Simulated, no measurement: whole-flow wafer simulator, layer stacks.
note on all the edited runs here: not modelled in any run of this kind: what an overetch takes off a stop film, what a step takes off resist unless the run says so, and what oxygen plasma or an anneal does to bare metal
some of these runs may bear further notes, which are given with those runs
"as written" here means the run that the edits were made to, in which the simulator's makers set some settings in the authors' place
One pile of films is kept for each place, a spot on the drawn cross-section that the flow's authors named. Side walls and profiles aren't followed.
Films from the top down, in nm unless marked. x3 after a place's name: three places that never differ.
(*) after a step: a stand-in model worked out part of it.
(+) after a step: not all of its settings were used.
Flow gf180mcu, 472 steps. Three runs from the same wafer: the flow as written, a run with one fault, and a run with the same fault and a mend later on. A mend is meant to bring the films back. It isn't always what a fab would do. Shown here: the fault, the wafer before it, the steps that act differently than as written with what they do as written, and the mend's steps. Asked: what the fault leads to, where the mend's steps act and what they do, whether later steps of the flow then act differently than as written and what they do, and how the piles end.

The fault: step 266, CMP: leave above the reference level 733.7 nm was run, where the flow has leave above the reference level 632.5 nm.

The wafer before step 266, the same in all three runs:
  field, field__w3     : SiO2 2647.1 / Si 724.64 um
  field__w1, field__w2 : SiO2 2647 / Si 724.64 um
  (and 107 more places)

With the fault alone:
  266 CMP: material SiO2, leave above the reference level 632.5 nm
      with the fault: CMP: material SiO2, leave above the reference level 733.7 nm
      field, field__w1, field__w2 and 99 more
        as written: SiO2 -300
        with the fault: SiO2 -198.8
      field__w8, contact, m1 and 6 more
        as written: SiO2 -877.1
        with the fault: SiO2 -775.9
  Later steps of the flow that act differently than as written (1 more step differs only slightly, by at most 2% or 0.5 nm, whichever is larger, and isn't shown):
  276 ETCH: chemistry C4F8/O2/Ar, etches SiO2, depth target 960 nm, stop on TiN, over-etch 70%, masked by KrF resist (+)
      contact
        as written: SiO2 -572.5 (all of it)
        with the fault: SiO2 -673.7 (all of it)
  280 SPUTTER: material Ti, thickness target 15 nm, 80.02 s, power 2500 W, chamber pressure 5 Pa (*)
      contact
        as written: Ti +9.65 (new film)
        with the fault: Ti +9.1 (new film)
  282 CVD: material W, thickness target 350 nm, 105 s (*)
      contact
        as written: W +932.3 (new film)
        with the fault: W +1034.4 (new film)
  At the end the piles differ from the flow's by more than 2% or 0.5 nm, whichever is larger, at field__w8, contact, m1, m1__w1, m1_nw.
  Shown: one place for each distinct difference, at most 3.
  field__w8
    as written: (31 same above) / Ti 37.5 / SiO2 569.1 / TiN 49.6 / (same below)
    with the fault: (31 same above) / Ti 37.5 / SiO2 670.3 / TiN 49.6 / (same below)
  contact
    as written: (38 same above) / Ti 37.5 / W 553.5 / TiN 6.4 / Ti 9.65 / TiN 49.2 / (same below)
    with the fault: (38 same above) / Ti 37.5 / W 655.6 / TiN 6.04 / Ti 9.1 / TiN 49.2 / (same below)

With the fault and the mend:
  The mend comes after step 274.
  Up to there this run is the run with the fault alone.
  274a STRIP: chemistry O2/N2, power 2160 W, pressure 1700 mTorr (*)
      field, field__w1, field__w2 and 107 more
        KrF resist -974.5 (all of it), anti-reflective coat -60 (all of it)
      contact
        anti-reflective coat -60 (all of it)
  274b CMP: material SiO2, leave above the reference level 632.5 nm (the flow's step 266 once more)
      field, field__w1, field__w2 and 108 more
        SiO2 -101.2
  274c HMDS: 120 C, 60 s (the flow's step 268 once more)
      changes no film at any place that is followed
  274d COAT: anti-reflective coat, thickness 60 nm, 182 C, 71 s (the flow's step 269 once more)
      field, field__w1, field__w2 and 108 more
        anti-reflective coat +60 (new film)
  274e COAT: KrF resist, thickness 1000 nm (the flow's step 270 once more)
      field, field__w1, field__w2 and 108 more
        KrF resist +1000 (new film)
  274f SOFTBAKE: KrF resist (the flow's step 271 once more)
      changes no film at any place that is followed
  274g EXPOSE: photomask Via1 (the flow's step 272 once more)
      changes no film at any place that is followed
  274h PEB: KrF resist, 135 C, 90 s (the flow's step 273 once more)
      field, field__w1, field__w2 and 108 more
        KrF resist -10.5
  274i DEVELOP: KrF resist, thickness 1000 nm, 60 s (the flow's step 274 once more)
      field, field__w1, field__w2 and 107 more
        KrF resist -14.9
      contact
        KrF resist -989.5 (all of it)
  No later step of the flow acts differently than as written at any place that is followed.
  At the end the piles are the same as the flow's at every place that both follow.
